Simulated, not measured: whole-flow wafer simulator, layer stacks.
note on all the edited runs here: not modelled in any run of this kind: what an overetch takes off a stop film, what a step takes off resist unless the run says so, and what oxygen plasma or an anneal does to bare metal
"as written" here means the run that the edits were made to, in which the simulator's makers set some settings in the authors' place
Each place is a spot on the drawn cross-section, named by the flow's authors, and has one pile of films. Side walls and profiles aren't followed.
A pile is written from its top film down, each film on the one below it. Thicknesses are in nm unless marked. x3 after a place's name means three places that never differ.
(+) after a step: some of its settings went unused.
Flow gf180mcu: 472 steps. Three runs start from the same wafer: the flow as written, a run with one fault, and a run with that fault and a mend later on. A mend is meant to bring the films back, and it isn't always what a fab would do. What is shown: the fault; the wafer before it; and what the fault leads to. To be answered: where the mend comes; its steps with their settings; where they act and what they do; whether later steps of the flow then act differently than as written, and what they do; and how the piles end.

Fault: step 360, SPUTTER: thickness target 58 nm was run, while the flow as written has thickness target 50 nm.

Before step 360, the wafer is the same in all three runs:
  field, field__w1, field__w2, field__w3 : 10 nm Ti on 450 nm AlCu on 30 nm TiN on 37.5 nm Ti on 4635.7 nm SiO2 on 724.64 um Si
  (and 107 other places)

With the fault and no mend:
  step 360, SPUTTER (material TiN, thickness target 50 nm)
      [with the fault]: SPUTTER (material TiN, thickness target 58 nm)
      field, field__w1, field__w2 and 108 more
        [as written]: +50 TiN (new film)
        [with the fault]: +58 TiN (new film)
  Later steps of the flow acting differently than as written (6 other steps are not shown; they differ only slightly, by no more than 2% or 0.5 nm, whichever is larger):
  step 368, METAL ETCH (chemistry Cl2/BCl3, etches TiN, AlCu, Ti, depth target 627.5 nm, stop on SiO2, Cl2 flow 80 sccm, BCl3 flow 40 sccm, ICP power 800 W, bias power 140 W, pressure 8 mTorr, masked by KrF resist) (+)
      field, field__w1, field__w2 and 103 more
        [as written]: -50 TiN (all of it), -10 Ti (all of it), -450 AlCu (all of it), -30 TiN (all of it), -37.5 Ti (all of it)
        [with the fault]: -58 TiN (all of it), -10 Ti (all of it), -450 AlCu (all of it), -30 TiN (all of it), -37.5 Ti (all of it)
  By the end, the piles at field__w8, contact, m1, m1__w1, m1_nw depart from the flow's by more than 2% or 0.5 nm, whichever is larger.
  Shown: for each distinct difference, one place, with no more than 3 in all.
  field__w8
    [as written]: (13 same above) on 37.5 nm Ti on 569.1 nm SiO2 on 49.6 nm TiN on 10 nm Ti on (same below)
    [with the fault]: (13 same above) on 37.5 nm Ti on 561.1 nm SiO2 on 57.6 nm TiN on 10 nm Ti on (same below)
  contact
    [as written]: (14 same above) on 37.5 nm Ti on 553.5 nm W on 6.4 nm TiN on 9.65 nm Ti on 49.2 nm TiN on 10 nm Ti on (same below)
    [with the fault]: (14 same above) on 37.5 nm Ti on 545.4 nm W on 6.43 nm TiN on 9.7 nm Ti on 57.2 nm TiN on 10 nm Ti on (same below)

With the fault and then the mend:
  The mend follows step 360.
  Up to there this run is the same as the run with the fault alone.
  step 360a, METAL ETCH (chemistry Cl2/BCl3, etches TiN, AlCu, Ti, depth target 8 nm, Cl2 flow 80 sccm, BCl3 flow 40 sccm, ICP power 800 W, bias power 140 W, pressure 8 mTorr) (a further turn of the flow's step 260, with different settings)
      field, field__w1, field__w2 and 108 more
        -8 TiN
  None of the later steps of the flow acts differently than as written at any place that is followed.
  By the end, the piles equal the flow's at every place that both follow.
